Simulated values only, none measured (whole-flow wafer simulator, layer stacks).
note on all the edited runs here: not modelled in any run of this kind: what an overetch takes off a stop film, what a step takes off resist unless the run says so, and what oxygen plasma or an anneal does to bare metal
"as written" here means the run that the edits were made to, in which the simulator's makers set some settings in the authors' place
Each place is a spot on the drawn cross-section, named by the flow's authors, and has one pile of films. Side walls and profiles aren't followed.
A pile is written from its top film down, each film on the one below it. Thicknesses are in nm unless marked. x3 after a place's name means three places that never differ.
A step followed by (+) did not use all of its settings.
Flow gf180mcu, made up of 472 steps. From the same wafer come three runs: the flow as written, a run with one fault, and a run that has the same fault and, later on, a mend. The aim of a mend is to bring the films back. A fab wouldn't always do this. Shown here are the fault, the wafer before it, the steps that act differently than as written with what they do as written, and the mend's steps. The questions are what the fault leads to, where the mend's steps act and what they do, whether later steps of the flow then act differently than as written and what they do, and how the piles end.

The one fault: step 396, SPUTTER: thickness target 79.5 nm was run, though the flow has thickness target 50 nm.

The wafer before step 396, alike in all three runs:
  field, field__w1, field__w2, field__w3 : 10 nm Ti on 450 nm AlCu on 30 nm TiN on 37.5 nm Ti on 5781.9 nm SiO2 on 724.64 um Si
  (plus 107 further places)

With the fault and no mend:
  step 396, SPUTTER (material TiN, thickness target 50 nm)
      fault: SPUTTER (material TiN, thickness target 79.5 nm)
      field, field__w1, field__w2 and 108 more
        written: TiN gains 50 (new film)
        fault: TiN gains 79.5 (new film)
  Later steps of the flow acting differently than as written (1 more step, not shown, differs only slightly: by at most 2% or 0.5 nm, whichever is larger):
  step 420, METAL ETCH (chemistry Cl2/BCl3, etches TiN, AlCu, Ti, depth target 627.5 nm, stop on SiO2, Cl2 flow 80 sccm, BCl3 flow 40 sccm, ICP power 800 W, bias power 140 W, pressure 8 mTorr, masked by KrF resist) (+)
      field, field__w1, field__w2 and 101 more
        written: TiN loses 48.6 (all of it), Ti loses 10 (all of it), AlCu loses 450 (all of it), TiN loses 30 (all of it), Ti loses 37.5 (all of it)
        fault: TiN loses 78.1 (all of it), Ti loses 10 (all of it), AlCu loses 450 (all of it), TiN loses 30 (all of it), Ti loses 37.5 (all of it)
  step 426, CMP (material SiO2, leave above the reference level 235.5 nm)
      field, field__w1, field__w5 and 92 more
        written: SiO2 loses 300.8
        fault: SiO2 loses 271.3
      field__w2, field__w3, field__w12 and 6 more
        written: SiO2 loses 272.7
        fault: SiO2 loses 241.8
  At field__w4, field__w8, contact, m1, m1__w1, mim, mim_1p0, m1_nw, the piles at the end differ from the flow's by more than 2% or 0.5 nm, whichever is larger.
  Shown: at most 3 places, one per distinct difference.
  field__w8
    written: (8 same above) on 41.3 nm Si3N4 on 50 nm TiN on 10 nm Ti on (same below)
    fault: (8 same above) on 41.3 nm Si3N4 on 79.5 nm TiN on 10 nm Ti on (same below)
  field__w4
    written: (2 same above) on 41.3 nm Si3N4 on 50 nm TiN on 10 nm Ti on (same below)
    fault: (2 same above) on 41.3 nm Si3N4 on 79.5 nm TiN on 10 nm Ti on (same below)
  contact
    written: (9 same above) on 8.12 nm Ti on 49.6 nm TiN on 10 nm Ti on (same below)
    fault: (9 same above) on 8.12 nm Ti on 79.1 nm TiN on 10 nm Ti on (same below)

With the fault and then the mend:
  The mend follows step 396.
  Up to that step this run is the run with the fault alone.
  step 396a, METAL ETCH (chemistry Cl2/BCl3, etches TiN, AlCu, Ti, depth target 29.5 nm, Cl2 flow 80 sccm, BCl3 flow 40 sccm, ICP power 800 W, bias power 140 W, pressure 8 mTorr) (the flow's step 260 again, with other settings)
      field, field__w1, field__w2 and 108 more
        TiN loses 29.5
  Every later step of the flow that is run acts as written at every place that is followed.
  The piles end the same as the flow's at every place that both follow.
